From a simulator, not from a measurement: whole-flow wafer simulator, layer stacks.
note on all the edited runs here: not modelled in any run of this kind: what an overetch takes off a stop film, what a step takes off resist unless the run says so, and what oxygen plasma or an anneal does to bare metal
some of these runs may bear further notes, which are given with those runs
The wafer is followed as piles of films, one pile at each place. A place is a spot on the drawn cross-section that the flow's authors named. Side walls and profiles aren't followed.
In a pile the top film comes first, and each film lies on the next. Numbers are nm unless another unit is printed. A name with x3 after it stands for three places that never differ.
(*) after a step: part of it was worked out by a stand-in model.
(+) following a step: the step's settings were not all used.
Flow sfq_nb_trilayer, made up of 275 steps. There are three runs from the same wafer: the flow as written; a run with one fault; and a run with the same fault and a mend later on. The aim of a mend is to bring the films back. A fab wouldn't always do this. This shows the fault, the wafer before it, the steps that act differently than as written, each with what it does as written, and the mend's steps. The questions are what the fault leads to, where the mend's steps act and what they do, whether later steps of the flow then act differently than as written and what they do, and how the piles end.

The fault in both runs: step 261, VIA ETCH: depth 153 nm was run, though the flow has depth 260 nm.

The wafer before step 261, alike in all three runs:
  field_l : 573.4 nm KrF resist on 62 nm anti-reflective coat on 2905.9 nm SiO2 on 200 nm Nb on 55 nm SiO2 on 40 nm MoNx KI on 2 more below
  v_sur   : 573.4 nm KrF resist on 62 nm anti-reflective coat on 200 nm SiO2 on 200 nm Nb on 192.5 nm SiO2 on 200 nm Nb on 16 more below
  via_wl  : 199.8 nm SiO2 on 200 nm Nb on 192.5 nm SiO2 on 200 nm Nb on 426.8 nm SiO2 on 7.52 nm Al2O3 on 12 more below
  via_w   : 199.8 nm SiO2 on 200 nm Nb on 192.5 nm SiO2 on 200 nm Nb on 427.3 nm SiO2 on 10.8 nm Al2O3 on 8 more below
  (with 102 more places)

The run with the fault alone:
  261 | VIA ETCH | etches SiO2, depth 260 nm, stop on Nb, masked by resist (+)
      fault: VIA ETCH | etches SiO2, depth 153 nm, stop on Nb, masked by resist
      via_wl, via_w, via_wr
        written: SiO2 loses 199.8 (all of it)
        fault: SiO2 loses 153
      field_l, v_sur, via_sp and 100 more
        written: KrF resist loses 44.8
        fault: KrF resist loses 26.4
  Later steps of the flow acting differently than as written (3 other steps are not shown; they differ only slightly, by no more than 2% or 0.5 nm, whichever is larger):
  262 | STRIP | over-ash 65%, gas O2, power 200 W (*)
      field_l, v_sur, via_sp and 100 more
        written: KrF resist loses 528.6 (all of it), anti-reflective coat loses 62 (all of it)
        fault: KrF resist loses 547.1 (all of it), anti-reflective coat loses 62 (all of it)
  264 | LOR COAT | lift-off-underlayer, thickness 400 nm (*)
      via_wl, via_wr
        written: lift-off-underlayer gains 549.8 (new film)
        fault: lift-off-underlayer gains 514.7 (new film)
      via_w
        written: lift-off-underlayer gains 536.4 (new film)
        fault: lift-off-underlayer gains 504.5 (new film)
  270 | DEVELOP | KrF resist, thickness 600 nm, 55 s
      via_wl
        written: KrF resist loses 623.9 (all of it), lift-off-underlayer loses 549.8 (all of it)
        fault: KrF resist loses 618 (all of it), lift-off-underlayer loses 514.7 (all of it)
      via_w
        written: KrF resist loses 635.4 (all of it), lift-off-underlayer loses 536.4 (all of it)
        fault: KrF resist loses 626.9 (all of it), lift-off-underlayer loses 504.5 (all of it)
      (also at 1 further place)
  At via_wl, via_w, via_wr, the piles at the end differ from the flow's by more than 2% or 0.5 nm, whichever is larger.
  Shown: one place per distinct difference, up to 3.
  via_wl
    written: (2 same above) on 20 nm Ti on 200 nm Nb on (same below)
    fault: (2 same above) on 20 nm Ti on 46.8 nm SiO2 on 200 nm Nb on (same below)

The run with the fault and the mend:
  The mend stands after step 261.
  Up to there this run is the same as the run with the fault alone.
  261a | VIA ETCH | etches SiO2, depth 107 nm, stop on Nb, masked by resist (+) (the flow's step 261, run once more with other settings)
      field_l, v_sur, via_sp and 100 more
        KrF resist loses 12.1
      via_wl, via_w, via_wr
        SiO2 loses 46.8 (all of it)
  Later steps of the flow that are run all act as written at every place that is followed, up to a difference of at most 2% or 0.5 nm, whichever is larger.
  At every place that both follow, the piles at the end match the flow's.
